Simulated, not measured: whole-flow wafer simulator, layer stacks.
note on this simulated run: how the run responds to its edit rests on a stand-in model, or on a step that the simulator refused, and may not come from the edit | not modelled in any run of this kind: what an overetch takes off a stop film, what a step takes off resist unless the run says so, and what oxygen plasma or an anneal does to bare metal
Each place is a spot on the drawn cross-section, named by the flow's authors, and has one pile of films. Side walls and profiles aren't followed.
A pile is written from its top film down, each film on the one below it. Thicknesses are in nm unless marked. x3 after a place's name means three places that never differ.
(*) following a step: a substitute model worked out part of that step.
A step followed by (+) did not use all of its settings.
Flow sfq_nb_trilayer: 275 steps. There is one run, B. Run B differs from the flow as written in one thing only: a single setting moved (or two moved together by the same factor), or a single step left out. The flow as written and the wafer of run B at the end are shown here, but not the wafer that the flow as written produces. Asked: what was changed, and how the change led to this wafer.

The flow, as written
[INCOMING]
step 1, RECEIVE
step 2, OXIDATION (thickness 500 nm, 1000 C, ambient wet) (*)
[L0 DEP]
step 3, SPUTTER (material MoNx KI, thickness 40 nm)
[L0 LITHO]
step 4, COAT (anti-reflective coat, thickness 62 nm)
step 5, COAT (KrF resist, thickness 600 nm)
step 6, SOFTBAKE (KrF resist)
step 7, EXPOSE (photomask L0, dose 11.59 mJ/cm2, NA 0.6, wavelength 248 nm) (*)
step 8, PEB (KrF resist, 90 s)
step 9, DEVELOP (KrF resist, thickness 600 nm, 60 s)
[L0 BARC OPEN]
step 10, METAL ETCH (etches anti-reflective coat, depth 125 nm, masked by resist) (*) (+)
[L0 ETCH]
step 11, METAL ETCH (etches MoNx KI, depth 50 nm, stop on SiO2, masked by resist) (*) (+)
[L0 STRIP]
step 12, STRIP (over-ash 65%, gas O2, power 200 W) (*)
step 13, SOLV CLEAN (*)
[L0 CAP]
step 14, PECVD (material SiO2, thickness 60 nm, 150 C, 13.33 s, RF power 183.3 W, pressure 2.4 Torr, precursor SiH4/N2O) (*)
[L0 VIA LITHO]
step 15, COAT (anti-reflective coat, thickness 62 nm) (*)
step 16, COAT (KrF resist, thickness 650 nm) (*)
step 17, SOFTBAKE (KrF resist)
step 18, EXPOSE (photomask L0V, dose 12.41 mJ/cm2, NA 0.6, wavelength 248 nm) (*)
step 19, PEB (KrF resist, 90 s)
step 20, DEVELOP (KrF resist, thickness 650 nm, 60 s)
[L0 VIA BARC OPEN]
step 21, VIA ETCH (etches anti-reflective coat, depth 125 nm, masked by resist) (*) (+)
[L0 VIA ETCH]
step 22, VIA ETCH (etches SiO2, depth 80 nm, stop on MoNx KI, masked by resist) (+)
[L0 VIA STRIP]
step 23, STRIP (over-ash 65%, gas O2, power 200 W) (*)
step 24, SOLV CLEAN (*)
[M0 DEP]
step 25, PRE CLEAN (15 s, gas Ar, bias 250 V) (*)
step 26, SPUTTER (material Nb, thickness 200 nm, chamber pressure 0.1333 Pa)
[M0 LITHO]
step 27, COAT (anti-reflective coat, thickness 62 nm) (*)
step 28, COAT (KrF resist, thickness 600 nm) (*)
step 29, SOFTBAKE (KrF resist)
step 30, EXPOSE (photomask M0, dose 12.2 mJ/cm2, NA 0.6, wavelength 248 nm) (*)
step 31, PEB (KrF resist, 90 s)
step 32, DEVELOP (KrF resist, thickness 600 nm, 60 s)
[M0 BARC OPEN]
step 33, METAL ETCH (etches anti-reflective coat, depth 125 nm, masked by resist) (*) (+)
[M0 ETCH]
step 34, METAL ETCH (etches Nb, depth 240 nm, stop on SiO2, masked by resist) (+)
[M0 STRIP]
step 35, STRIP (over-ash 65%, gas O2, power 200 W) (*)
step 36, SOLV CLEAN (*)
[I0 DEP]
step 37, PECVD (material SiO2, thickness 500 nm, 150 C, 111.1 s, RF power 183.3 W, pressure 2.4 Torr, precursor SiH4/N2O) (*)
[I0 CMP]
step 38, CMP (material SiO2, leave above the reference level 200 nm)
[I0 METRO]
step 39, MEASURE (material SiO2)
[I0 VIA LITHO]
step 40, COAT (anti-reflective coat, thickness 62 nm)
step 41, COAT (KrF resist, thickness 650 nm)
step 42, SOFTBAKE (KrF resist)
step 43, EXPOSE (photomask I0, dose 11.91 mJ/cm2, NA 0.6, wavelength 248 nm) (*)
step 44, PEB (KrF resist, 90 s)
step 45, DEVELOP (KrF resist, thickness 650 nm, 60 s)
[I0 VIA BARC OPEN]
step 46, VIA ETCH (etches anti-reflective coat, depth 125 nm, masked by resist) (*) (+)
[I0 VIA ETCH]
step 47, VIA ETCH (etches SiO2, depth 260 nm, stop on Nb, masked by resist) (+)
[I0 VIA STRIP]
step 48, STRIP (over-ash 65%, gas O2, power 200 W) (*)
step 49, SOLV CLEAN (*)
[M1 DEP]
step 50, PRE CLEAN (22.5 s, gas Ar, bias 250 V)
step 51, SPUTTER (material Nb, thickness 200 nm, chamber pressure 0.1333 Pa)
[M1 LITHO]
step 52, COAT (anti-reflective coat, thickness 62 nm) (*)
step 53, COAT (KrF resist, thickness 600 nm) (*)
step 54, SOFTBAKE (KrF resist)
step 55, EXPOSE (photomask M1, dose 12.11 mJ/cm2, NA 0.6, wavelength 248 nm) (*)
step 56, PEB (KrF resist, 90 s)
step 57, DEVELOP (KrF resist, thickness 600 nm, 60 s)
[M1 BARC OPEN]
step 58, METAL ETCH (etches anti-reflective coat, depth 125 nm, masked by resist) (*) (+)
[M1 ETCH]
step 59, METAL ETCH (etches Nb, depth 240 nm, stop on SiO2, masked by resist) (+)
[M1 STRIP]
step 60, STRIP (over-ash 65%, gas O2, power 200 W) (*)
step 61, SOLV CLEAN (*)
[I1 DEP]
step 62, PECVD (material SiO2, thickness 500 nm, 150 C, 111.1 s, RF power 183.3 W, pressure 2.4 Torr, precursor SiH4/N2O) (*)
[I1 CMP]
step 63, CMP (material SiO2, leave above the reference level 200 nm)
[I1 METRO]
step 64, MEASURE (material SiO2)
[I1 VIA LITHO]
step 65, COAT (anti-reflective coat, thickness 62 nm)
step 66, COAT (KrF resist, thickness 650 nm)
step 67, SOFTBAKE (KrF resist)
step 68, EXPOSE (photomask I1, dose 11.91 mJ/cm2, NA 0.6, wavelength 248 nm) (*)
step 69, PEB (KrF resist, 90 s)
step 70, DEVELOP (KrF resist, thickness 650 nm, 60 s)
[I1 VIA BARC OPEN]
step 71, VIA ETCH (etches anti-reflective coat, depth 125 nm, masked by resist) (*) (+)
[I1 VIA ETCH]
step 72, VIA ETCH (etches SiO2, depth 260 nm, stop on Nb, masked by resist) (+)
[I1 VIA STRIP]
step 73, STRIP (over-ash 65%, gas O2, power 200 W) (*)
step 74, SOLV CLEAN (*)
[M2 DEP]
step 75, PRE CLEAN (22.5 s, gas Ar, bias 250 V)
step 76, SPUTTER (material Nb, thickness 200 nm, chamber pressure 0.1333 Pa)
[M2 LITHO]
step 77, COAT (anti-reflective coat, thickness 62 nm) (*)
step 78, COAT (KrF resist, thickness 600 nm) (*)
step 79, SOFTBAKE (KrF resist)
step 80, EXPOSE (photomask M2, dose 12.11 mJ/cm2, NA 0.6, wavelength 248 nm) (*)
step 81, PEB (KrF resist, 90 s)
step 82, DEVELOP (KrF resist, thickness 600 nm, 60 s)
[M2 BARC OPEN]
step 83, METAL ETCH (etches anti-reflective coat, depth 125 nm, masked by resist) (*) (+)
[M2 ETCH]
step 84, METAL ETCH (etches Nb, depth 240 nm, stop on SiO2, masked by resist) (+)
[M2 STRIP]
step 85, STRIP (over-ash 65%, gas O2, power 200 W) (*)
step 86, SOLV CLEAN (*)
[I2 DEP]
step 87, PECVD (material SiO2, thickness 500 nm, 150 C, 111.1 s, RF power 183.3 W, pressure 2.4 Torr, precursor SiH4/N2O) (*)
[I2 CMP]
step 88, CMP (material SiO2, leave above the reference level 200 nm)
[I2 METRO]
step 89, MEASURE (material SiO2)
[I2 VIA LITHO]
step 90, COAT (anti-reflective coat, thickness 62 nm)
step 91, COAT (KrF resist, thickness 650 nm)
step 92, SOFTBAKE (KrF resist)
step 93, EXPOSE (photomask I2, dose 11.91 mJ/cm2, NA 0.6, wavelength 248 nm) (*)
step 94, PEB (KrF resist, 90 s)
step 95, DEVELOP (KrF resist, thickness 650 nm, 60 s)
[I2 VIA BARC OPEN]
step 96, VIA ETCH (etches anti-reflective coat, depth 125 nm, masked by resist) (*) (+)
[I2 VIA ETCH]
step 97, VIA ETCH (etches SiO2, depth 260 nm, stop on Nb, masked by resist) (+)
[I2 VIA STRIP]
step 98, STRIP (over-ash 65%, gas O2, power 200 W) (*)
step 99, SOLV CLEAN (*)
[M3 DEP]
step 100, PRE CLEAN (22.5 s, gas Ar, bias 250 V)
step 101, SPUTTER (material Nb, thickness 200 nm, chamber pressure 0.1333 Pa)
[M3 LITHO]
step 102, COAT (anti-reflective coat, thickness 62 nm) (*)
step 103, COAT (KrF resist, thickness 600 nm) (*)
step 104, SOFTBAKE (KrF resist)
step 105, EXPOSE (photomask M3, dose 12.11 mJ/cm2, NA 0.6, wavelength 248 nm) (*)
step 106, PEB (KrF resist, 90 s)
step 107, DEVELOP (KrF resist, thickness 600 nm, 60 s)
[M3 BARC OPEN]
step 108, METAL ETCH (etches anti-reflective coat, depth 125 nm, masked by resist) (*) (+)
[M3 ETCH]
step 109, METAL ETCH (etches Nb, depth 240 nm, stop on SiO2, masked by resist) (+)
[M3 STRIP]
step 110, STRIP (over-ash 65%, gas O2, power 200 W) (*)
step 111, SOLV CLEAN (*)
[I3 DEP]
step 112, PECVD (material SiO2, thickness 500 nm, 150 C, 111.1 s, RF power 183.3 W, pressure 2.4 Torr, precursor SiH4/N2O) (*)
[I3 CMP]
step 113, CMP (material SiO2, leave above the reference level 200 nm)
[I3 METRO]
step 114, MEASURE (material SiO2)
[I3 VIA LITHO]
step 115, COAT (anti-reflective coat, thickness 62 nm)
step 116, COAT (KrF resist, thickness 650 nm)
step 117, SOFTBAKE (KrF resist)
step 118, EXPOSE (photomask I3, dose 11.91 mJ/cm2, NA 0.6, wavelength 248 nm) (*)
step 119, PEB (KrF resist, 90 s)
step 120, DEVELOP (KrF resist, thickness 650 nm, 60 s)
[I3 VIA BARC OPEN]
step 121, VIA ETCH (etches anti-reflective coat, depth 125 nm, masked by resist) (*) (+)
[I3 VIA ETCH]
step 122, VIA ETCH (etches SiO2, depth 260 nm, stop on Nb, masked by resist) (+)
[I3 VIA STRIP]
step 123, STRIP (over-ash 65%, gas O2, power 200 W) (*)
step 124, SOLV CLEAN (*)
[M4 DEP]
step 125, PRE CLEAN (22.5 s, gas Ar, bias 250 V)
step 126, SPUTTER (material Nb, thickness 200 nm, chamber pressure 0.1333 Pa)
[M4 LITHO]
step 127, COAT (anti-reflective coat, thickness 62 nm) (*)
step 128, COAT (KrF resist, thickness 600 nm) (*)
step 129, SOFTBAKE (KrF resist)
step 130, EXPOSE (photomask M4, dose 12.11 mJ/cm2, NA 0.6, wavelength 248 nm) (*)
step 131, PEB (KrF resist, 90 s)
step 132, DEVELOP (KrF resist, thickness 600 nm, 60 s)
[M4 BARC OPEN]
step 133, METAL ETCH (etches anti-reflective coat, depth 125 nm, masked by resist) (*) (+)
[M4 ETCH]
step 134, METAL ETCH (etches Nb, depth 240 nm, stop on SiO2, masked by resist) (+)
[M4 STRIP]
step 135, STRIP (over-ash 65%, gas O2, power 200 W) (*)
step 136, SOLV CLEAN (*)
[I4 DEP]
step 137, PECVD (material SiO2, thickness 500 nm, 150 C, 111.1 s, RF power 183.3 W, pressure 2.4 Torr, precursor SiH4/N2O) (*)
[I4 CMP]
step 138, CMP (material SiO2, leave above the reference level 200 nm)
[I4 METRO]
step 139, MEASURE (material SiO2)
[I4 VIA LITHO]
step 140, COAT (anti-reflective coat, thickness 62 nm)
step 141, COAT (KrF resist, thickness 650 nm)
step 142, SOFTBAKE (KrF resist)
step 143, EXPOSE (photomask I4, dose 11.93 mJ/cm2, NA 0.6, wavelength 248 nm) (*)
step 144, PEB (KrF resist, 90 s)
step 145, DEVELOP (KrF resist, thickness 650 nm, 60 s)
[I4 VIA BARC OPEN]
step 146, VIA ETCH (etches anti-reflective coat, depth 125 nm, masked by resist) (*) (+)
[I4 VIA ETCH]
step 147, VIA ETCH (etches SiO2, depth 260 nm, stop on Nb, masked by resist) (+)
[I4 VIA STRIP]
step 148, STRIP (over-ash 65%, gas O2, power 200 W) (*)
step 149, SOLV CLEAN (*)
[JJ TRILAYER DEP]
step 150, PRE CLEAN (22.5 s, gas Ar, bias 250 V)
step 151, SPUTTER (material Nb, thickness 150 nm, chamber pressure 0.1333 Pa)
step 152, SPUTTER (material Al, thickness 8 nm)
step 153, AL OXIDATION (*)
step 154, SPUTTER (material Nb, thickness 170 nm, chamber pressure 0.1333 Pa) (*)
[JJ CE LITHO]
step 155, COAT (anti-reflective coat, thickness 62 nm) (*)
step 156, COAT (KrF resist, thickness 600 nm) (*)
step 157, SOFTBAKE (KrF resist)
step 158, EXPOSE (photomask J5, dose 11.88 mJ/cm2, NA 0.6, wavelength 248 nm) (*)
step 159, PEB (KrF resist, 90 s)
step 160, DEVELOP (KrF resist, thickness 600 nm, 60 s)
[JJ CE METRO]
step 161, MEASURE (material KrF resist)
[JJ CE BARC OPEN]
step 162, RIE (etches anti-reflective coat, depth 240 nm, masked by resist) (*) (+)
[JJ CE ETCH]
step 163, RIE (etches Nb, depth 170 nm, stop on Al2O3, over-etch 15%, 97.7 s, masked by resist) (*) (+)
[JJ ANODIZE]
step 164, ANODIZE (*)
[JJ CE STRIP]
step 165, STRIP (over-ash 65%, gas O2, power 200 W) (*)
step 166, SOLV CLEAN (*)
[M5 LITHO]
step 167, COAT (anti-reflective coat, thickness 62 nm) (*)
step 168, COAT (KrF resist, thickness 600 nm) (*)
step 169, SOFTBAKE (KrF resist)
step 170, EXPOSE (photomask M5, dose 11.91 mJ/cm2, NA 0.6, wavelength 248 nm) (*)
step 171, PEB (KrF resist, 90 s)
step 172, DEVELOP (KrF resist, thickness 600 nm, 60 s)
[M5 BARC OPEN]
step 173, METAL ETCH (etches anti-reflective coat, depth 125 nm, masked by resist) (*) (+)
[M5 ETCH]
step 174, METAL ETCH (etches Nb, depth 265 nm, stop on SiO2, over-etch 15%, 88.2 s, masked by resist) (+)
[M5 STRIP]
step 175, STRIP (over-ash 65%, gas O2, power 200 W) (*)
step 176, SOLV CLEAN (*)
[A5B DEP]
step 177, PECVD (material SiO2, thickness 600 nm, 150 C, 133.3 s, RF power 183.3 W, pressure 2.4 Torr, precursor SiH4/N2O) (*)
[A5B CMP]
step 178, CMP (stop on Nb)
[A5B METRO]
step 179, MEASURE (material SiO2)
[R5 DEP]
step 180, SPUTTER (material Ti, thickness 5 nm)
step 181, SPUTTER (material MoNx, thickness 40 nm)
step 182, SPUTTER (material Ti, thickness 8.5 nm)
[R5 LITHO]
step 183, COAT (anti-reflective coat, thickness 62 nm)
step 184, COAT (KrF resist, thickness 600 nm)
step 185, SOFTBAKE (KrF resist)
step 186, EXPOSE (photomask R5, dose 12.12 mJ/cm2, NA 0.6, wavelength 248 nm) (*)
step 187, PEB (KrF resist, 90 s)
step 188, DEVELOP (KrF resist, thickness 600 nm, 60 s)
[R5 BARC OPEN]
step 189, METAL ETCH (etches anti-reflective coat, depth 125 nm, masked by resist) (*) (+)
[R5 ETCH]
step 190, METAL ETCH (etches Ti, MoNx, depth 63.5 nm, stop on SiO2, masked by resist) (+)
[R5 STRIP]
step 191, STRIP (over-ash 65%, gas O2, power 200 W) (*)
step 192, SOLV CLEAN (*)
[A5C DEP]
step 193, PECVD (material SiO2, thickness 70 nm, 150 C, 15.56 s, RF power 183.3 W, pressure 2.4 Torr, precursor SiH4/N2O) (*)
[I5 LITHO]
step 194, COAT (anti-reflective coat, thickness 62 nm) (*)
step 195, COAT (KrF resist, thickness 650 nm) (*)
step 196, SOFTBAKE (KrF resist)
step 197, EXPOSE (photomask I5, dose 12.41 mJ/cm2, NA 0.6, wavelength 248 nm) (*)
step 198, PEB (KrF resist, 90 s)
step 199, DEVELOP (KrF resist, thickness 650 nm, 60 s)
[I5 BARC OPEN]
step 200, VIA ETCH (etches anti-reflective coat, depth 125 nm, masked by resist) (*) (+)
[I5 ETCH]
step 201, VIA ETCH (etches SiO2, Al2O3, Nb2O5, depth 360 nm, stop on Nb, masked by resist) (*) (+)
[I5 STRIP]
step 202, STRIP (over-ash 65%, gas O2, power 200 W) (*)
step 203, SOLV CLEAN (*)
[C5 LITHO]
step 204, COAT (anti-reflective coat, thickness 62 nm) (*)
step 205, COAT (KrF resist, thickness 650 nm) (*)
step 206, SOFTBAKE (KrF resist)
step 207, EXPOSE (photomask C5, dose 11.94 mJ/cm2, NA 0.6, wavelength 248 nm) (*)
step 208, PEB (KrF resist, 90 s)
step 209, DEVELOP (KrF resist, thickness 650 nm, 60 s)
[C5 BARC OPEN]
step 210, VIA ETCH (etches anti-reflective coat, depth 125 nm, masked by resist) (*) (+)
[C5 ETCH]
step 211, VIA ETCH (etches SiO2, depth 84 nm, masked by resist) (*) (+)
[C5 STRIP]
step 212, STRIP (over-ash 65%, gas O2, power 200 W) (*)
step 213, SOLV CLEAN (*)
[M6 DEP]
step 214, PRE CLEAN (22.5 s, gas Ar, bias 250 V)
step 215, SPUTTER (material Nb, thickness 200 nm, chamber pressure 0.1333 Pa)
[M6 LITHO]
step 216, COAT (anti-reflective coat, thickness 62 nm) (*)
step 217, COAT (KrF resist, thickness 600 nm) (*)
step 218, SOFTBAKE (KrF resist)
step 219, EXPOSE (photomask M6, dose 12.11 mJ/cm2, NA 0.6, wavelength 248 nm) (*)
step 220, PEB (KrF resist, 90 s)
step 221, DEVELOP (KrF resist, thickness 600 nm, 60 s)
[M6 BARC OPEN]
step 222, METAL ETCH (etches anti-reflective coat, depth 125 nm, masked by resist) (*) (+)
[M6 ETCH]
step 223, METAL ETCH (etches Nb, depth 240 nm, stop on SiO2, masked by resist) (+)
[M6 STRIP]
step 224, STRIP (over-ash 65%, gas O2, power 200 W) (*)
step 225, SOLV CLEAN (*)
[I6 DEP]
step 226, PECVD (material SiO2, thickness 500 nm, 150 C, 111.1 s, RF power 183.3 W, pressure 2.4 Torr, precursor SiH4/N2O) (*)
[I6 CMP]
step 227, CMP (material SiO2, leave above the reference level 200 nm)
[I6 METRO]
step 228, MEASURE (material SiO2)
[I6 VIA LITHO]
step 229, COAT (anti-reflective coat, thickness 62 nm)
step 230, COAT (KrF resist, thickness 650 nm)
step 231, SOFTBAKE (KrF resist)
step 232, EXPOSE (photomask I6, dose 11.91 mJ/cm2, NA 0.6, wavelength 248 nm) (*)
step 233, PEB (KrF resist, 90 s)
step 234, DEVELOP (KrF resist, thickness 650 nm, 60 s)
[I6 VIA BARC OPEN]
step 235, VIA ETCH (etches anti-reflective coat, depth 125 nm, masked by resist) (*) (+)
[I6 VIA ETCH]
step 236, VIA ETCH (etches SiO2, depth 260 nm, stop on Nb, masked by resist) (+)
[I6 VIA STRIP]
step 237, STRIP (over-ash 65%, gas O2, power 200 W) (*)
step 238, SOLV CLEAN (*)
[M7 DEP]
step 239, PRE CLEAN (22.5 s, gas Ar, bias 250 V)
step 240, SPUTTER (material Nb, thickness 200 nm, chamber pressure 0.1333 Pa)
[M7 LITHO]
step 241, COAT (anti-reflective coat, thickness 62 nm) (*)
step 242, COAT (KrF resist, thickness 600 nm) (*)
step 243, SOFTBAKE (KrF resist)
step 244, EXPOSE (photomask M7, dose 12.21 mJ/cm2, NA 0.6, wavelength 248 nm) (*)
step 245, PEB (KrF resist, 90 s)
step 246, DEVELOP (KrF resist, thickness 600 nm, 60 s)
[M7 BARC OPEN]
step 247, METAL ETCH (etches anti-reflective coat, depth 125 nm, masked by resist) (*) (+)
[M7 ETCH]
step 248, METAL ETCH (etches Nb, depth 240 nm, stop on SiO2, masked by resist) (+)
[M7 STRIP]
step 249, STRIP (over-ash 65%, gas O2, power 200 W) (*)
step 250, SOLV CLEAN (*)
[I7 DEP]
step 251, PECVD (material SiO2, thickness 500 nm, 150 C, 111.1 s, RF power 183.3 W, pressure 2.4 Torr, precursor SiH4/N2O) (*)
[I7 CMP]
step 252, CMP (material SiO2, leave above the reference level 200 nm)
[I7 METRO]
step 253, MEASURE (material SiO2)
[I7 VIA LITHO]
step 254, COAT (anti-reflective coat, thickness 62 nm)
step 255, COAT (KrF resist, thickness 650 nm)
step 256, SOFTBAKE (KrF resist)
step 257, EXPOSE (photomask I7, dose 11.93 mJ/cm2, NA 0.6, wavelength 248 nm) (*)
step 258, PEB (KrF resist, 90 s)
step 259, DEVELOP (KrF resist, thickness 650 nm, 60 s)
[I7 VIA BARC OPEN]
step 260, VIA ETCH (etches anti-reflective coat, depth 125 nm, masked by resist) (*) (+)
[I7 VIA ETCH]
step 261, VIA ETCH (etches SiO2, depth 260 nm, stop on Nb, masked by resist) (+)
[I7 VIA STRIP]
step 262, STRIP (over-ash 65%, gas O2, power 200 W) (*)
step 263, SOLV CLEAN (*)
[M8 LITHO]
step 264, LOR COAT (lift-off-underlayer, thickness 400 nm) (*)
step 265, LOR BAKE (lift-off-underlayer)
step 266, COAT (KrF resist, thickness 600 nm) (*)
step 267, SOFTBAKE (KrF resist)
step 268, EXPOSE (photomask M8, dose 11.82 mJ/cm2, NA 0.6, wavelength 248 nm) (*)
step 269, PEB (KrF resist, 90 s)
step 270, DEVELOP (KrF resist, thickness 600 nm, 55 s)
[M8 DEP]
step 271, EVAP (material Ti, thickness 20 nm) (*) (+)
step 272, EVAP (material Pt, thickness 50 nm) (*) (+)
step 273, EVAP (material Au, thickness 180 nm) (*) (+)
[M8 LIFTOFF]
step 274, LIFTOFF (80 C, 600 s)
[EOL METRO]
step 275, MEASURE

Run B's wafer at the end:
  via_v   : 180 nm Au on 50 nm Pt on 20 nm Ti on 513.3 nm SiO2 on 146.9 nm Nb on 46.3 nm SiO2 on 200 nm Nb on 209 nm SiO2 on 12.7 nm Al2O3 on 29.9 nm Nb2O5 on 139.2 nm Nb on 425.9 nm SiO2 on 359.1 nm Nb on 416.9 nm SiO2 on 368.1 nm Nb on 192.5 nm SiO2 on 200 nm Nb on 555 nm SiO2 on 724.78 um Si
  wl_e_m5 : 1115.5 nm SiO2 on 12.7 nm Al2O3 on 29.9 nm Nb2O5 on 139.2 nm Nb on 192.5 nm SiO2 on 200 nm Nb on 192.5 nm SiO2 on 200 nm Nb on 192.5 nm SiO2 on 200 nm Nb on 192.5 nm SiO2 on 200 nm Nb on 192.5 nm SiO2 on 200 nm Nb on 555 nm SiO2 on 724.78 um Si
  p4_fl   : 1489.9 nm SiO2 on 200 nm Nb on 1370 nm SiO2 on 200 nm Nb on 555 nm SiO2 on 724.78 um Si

Cause: step 227, CMP: leave above the reference level 314 nm was run, whereas the flow has leave above the reference level 200 nm.

How this came from the change, step by step:
  step 227, CMP (material SiO2, leave above the reference level 200 nm)
      field_l, p4_fl, p4_fm and 59 more: nothing (as written it would have been: SiO2 loses 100)
      moat, field_r, lsp_l, ln_m5, lsp_m: nothing (as written it would have been: SiO2 loses 93.6)
      (and at 39 other places as well)
  step 229, COAT (anti-reflective coat, thickness 62 nm)
      wl_c_sl, wl_c_sr, wl_f_sl, wl_f_sr: anti-reflective coat gains 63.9 (new film) (as written it would have been: anti-reflective coat gains 62 (new film))
      m0r_space_l, m0r_space_r, m7r_space_l, m7r_space_r: anti-reflective coat gains 64 (new film) (as written it would have been: anti-reflective coat gains 62 (new film))
      (and at 22 other places as well)
  step 236, VIA ETCH (etches SiO2, depth 260 nm, stop on Nb, masked by resist) (+)
      via_v: SiO2 loses 260 (as written it would have been: SiO2 loses 199.8 (all of it))
  step 237, STRIP (over-ash 65%, gas O2, power 200 W) (*)
      m0r_space_l, m0r_space_r, m7r_space_l, m7r_space_r: KrF resist loses 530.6 (all of it), anti-reflective coat loses 64 (all of it) (as written it would have been: KrF resist loses 528.6 (all of it), anti-reflective coat loses 62 (all of it))
      wl_c_sl, wl_c_sr, wl_f_sl: KrF resist loses 530.4 (all of it), anti-reflective coat loses 63.9 (all of it) (as written it would have been: KrF resist loses 528.6 (all of it), anti-reflective coat loses 62 (all of it))
      (and at 23 other places as well)
  step 239, PRE CLEAN (22.5 s, gas Ar, bias 250 V)
      via_v: SiO2 loses 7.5 (as written it would have been: Nb loses 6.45)
  step 240, SPUTTER (material Nb, thickness 200 nm, chamber pressure 0.1333 Pa)
      via_v: Nb gains 146.9 (new film) (as written it would have been: Nb gains 161.1)
  step 241, COAT (anti-reflective coat, thickness 62 nm) (*)
      wl_c_sl, wl_c_sr, wl_f_sl, wl_f_sr, m0r_space_l, m0r_space_r, m7r_space_l, m7r_space_r: anti-reflective coat gains 63.8 (new film) (as written it would have been: anti-reflective coat gains 62 (new film))
      wl_c_m6, wl_f_m6: anti-reflective coat gains 57.5 (new film) (as written it would have been: anti-reflective coat gains 62 (new film))
      (and at 27 other places as well)
  step 242, COAT (KrF resist, thickness 600 nm) (*)
      via_v: KrF resist gains 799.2 (new film) (as written it would have been: KrF resist gains 742.5 (new film))
  step 247, METAL ETCH (etches anti-reflective coat, depth 125 nm, masked by resist) (*) (+)
      wl_c_sl, wl_c_sr, m0r_space_l, m0r_space_r, m7r_space_l, m7r_space_r: anti-reflective coat loses 63.8 (all of it) (as written it would have been: anti-reflective coat loses 62 (all of it))
      m5r_linepad_l, m5r_linepad_r: anti-reflective coat loses 67.5 (all of it) (as written it would have been: anti-reflective coat loses 62 (all of it))
      (and at 9 other places as well)
  step 249, STRIP (over-ash 65%, gas O2, power 200 W) (*)
      v_sur: KrF resist loses 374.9 (all of it), anti-reflective coat loses 57.6 (all of it) (as written it would have been: KrF resist loses 379.9 (all of it), anti-reflective coat loses 61.4 (all of it))
      via_wl: KrF resist loses 372.9 (all of it), anti-reflective coat loses 59.7 (all of it) (as written it would have been: KrF resist loses 379.3 (all of it), anti-reflective coat loses 61.3 (all of it))
      (and at 19 other places as well)
  step 251, PECVD (material SiO2, thickness 500 nm, 150 C, 111.1 s, RF power 183.3 W, pressure 2.4 Torr, precursor SiH4/N2O) (*)
      via_v: SiO2 gains 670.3 (new film) (as written it would have been: SiO2 gains 621 (new film))
  step 252, CMP (material SiO2, leave above the reference level 200 nm)
      field_l, p4_fl, p4_fm and 46 more: SiO2 loses 86 (as written it would have been: SiO2 loses 100)
      wl_a_sr, wl_b_sl, wl_b_m5 and 8 more: SiO2 loses 286 (as written it would have been: SiO2 loses 300)
      (and at 11 other places as well)
Taking metal films that touch as one body, via_v has 7 bodies (between them, from the top down: SiO2 513.3; SiO2 46.3; SiO2 209 / Al2O3 12.7 / Nb2O5 29.9; SiO2 425.9; SiO2 416.9; SiO2 192.5); the flow as written gives 6 bodies (between them, from the top down: SiO2 437.8; SiO2 209 / Al2O3 12.7 / Nb2O5 29.9; SiO2 425.9; SiO2 416.9; SiO2 192.5).
